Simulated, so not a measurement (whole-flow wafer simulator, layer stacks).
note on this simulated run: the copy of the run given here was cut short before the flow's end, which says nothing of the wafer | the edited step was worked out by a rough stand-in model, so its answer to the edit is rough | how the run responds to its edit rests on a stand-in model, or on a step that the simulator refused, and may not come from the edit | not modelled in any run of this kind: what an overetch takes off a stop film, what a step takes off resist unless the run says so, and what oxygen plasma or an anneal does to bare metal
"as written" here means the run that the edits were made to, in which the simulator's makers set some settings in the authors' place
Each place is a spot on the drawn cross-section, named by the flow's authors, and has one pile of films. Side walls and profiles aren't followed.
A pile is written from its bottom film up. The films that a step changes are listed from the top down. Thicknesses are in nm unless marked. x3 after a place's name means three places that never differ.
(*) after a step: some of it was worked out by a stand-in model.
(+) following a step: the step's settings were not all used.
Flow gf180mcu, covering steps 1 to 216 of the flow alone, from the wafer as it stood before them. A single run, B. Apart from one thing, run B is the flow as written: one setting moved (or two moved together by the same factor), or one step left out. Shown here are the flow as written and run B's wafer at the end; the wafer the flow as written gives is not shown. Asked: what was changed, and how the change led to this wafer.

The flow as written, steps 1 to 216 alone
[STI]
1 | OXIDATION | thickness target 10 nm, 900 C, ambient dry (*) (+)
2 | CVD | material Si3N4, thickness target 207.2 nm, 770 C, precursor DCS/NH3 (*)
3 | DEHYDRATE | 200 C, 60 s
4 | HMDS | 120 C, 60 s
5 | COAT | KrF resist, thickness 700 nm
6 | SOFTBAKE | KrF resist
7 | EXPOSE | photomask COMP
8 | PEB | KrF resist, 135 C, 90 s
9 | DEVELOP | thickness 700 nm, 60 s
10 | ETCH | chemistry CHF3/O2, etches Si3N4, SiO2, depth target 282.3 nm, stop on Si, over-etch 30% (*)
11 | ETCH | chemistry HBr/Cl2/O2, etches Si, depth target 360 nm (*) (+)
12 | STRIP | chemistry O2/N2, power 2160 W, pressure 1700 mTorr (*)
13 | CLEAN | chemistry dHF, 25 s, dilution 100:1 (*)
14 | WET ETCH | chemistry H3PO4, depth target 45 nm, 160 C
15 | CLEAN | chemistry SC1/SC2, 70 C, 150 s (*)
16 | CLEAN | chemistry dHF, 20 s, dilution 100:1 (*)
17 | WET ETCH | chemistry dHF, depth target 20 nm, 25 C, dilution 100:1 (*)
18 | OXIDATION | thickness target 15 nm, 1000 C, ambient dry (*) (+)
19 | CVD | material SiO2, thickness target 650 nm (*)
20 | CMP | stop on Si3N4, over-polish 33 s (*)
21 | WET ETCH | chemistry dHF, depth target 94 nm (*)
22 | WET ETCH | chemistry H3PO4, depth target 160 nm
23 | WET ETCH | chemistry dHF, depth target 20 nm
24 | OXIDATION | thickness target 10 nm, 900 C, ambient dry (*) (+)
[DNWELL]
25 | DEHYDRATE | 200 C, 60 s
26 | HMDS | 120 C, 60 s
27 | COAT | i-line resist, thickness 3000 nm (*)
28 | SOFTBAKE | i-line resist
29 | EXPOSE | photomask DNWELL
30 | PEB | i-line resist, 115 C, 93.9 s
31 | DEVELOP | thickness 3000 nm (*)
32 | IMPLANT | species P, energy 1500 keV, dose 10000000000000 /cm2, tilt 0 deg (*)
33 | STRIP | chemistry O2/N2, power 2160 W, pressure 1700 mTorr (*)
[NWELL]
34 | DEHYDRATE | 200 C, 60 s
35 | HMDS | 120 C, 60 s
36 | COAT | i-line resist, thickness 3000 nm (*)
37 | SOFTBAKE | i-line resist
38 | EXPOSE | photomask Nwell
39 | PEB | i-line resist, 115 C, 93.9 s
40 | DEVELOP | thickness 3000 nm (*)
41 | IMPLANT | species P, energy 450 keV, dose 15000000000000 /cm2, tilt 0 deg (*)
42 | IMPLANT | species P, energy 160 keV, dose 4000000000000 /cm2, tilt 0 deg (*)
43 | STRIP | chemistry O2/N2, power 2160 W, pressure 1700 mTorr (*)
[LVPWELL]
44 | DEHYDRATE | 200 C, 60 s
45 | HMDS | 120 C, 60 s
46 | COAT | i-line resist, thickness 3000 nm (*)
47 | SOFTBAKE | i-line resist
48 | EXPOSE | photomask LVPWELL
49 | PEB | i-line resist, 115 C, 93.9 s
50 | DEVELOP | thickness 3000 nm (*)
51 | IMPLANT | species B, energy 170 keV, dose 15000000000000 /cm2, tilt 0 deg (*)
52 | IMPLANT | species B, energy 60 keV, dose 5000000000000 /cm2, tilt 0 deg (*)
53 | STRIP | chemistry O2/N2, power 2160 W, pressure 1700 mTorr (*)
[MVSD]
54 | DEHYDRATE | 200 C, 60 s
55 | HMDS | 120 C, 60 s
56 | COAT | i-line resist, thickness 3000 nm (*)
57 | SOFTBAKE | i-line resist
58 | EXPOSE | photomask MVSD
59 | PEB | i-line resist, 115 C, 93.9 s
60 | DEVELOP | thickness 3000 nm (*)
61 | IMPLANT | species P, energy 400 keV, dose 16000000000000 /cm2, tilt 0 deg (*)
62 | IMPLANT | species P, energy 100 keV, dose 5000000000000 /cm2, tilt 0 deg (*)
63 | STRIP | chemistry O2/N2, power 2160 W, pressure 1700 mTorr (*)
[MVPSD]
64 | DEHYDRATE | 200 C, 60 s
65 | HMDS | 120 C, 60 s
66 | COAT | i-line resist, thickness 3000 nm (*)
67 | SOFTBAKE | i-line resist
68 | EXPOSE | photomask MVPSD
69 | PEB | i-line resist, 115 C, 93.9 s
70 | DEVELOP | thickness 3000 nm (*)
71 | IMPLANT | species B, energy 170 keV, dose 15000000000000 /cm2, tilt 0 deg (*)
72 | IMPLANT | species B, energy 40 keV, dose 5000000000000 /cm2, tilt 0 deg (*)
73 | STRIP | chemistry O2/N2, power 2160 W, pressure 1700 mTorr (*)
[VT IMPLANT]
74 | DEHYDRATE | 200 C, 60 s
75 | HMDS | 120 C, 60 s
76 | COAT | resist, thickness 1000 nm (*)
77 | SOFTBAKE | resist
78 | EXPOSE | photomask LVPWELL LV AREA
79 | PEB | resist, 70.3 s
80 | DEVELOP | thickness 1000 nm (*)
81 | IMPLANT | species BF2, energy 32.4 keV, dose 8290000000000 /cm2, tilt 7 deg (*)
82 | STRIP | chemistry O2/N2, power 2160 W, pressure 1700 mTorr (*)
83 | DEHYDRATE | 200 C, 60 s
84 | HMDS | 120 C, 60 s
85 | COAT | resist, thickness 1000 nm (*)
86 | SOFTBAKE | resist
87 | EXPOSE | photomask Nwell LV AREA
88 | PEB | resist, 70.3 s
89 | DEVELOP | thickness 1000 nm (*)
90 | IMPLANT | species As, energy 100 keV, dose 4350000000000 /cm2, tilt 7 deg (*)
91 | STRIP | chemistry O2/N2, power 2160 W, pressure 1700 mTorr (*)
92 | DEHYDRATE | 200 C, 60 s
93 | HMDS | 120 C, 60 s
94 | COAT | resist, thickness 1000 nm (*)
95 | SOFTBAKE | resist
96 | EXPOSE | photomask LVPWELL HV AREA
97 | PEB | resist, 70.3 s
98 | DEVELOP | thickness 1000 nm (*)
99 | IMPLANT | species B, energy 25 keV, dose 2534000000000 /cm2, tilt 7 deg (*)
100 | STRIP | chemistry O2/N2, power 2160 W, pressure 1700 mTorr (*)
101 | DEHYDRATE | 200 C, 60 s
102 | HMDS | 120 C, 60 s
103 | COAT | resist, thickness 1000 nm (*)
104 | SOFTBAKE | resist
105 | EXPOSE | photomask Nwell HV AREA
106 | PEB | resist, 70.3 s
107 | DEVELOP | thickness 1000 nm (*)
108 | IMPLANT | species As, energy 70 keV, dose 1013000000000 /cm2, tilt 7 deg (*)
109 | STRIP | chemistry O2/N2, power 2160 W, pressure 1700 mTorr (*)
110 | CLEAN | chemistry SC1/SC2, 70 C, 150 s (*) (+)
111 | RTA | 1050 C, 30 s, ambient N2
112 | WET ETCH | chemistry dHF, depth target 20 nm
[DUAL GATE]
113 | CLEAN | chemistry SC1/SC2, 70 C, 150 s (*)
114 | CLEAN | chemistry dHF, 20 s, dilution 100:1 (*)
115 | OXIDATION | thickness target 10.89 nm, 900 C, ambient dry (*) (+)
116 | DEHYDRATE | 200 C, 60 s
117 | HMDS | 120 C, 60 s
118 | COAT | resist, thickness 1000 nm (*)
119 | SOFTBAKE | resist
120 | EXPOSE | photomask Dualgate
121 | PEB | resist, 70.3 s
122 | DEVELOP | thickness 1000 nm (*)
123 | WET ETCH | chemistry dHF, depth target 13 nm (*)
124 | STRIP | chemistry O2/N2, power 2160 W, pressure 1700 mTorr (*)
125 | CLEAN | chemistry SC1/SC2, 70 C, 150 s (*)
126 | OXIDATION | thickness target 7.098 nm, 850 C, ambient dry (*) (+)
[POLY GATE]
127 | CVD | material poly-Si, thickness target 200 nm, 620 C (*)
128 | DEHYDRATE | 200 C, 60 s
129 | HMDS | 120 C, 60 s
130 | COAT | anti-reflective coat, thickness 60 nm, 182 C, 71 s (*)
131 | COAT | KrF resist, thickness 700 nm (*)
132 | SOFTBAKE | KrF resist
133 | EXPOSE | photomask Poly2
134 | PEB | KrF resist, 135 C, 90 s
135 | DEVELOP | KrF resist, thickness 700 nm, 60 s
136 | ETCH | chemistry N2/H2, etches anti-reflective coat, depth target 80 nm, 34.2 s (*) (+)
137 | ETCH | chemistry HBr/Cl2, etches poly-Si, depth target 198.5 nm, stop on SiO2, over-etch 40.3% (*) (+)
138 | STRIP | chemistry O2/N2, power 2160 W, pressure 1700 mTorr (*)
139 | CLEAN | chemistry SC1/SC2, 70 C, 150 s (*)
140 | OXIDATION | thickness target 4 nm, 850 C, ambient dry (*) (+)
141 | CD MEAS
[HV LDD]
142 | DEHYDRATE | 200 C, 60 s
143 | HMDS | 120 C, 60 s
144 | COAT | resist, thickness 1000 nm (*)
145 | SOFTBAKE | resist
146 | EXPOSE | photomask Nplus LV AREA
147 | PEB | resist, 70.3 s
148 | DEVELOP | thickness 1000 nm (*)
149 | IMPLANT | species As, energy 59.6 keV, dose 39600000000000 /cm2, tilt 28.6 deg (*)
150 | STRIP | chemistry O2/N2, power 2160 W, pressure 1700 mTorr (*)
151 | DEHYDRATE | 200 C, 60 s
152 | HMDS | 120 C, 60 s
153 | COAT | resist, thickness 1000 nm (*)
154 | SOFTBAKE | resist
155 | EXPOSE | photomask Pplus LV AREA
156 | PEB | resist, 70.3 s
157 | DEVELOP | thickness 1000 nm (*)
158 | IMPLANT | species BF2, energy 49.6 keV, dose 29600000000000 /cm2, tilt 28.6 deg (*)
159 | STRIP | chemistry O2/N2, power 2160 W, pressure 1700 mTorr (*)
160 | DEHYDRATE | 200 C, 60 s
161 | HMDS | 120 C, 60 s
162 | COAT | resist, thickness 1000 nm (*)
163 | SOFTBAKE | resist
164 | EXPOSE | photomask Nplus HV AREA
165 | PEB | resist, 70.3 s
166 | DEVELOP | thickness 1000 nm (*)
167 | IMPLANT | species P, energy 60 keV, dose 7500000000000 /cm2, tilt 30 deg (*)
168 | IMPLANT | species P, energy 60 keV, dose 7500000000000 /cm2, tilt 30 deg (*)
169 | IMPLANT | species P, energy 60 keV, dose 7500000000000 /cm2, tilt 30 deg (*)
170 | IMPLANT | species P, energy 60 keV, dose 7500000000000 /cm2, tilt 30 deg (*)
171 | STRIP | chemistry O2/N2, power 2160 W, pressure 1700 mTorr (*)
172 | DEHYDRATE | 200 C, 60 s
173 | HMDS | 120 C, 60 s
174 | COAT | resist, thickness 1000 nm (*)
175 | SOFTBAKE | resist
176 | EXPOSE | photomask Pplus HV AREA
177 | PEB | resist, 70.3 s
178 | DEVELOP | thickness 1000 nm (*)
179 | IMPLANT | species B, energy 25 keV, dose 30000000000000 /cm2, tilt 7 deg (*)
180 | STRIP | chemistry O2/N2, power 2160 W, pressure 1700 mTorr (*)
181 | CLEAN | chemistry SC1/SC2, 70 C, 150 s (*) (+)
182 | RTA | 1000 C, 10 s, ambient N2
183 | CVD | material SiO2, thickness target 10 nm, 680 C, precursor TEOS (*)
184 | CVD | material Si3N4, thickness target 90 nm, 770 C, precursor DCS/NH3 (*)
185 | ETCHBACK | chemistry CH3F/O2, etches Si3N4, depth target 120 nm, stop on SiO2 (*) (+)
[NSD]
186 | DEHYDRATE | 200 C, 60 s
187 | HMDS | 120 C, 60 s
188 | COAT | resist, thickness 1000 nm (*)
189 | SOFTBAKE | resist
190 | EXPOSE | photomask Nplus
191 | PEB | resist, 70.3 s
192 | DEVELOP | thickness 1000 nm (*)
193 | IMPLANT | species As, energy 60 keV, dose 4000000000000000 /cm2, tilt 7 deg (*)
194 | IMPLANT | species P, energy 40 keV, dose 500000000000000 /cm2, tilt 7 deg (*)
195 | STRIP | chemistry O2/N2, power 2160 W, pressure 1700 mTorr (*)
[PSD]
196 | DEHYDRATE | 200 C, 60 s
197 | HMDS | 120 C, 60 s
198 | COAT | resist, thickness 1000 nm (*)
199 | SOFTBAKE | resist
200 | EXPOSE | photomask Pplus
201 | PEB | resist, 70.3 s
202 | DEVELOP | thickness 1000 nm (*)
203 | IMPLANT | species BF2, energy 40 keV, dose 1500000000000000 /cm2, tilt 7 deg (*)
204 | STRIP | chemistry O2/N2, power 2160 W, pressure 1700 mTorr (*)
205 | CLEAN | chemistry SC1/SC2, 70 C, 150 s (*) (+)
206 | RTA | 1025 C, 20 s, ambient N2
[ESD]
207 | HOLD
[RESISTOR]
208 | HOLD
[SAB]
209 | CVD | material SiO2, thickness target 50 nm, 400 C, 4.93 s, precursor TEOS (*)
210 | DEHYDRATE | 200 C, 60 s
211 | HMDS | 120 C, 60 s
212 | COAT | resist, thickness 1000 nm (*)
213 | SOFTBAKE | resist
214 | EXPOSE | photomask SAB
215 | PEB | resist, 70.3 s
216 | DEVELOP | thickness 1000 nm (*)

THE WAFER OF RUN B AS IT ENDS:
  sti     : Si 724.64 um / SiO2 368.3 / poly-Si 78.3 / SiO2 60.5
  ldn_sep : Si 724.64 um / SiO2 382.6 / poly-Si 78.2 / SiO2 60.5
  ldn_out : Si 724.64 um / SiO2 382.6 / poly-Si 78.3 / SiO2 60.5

Cause: step 137, ETCH: depth target 84.4 nm was run, whereas the flow has depth target 198.5 nm.

How this came from the change, step by step:
  137 | ETCH | chemistry HBr/Cl2, etches poly-Si, depth target 198.5 nm, stop on SiO2, over-etch 40.3% (*) (+)
      field__w3, field__w12, field_sub and 14 more: -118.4 poly-Si (as written it would have been: -199 poly-Si (all of it), -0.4 SiO2)
      field__w6, sti, m1 and 11 more: -118.4 poly-Si (as written it would have been: -198.8 poly-Si (all of it), -0.4 SiO2)
      (also at 61 further places)
  138 | STRIP | chemistry O2/N2, power 2160 W, pressure 1700 mTorr (*)
      field, field__w1, field__w2 and 61 more: +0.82 chemical SiO2 (new film), -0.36 poly-Si (as written it would have been: nothing)
      gate: +0.67 chemical SiO2 (new film), -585 KrF resist (all of it), -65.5 anti-reflective coat (all of it), -0.29 poly-Si (as written it would have been: +0.68 chemical SiO2 (new film), -531.7 KrF resist (all of it), -65.5 anti-reflective coat (all of it), -0.3 poly-Si)
      (also at 27 further places)
  139 | CLEAN | chemistry SC1/SC2, 70 C, 150 s (*)
      field, field__w1, field__w2 and 34 more: -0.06 chemical SiO2, -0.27 poly-Si (as written it would have been: -0.68 SiO2)
  140 | OXIDATION | thickness target 4 nm, 850 C, ambient dry (*) (+)
      field, field__w1, field__w2 and 21 more: +4 SiO2 (new film), -0.76 chemical SiO2 (all of it), -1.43 poly-Si (as written it would have been: +0.15 SiO2, -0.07 Si)
      active_hv, active_nat, ld_sd_n and 11 more: +4 SiO2 (new film), -0.76 chemical SiO2 (all of it), -1.43 poly-Si (as written it would have been: +0.96 SiO2, -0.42 Si)
      (also at 26 further places)
  144 | COAT | resist, thickness 1000 nm (*)
      field_sub__w4: +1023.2 resist (new film) (as written it would have been: +1047.7 resist (new film))
      gate: +907.2 resist (new film) (as written it would have been: +837.3 resist (new film))
      (also at 32 further places)
  145 | SOFTBAKE | resist
      nw_enc_fld_lv__w3: -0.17 resist (as written it would have been: +2.63 resist)
      ldp_src: nothing (as written it would have been: -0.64 resist)
      (also at 70 further places)
  147 | PEB | resist, 70.3 s
      gate, gate_hv, gate_p_hv, npoly_u: -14 resist (as written it would have been: -12.7 resist)
      ld_gate_n, ld_acc_n, ld_gate_p, ld_acc_p: -14.3 resist (as written it would have been: -13.2 resist)
      (also at 25 further places)
  148 | DEVELOP | thickness 1000 nm (*)
      gate: -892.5 resist (all of it) (as written it would have been: -822.7 resist (all of it))
      npoly_u: -888.8 resist (all of it) (as written it would have been: -821.5 resist (all of it))
      (also at 3 further places)
  150 | STRIP | chemistry O2/N2, power 2160 W, pressure 1700 mTorr (*)
      field_sub__w3: -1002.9 resist (all of it) (as written it would have been: -1023.7 resist (all of it))
      field_sub__w4: -1006.8 resist (all of it) (as written it would have been: -1030.9 resist (all of it))
      (also at 31 further places)
  153 | COAT | resist, thickness 1000 nm (*)
      field_sub__w4: +1023.2 resist (new film) (as written it would have been: +1047.7 resist (new film))
      gate: +907.2 resist (new film) (as written it would have been: +837.3 resist (new film))
      (also at 32 further places)
  154 | SOFTBAKE | resist
      nw_enc_fld_lv__w3: -0.17 resist (as written it would have been: +2.63 resist)
      ldp_src: nothing (as written it would have been: -0.64 resist)
      (also at 70 further places)
  156 | PEB | resist, 70.3 s
      gate, gate_hv, gate_p_hv, npoly_u: -14 resist (as written it would have been: -12.7 resist)
      ld_gate_n, ld_acc_n, ld_gate_p, ld_acc_p: -14.3 resist (as written it would have been: -13.2 resist)
      (also at 25 further places)
  157 | DEVELOP | thickness 1000 nm (*)
      gate_p: -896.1 resist (all of it) (as written it would have been: -828.7 resist (all of it))
      ppoly_u: -891.9 resist (all of it) (as written it would have been: -827 resist (all of it))
      (also at 4 further places)
  159 | STRIP | chemistry O2/N2, power 2160 W, pressure 1700 mTorr (*)
      field_sub__w3: -1002.9 resist (all of it) (as written it would have been: -1023.7 resist (all of it))
      field_sub__w4: -1006.8 resist (all of it) (as written it would have been: -1030.9 resist (all of it))
      (also at 30 further places)
  162 | COAT | resist, thickness 1000 nm (*)
      field_sub__w4: +1023.2 resist (new film) (as written it would have been: +1047.7 resist (new film))
      gate: +907.2 resist (new film) (as written it would have been: +837.3 resist (new film))
      (also at 32 further places)
  163 | SOFTBAKE | resist
      nw_enc_fld_lv__w3: -0.17 resist (as written it would have been: +2.63 resist)
      ldp_src: nothing (as written it would have been: -0.64 resist)
      (also at 70 further places)
  ... 22 other steps ...
  216 | DEVELOP | thickness 1000 nm (*)
      field__w2: -1009.4 resist (all of it) (as written it would have been: -1035.2 resist (all of it))
      field__w3: -1023.8 resist (all of it) (as written it would have been: -1049.4 resist (all of it))
      (also at 46 further places)
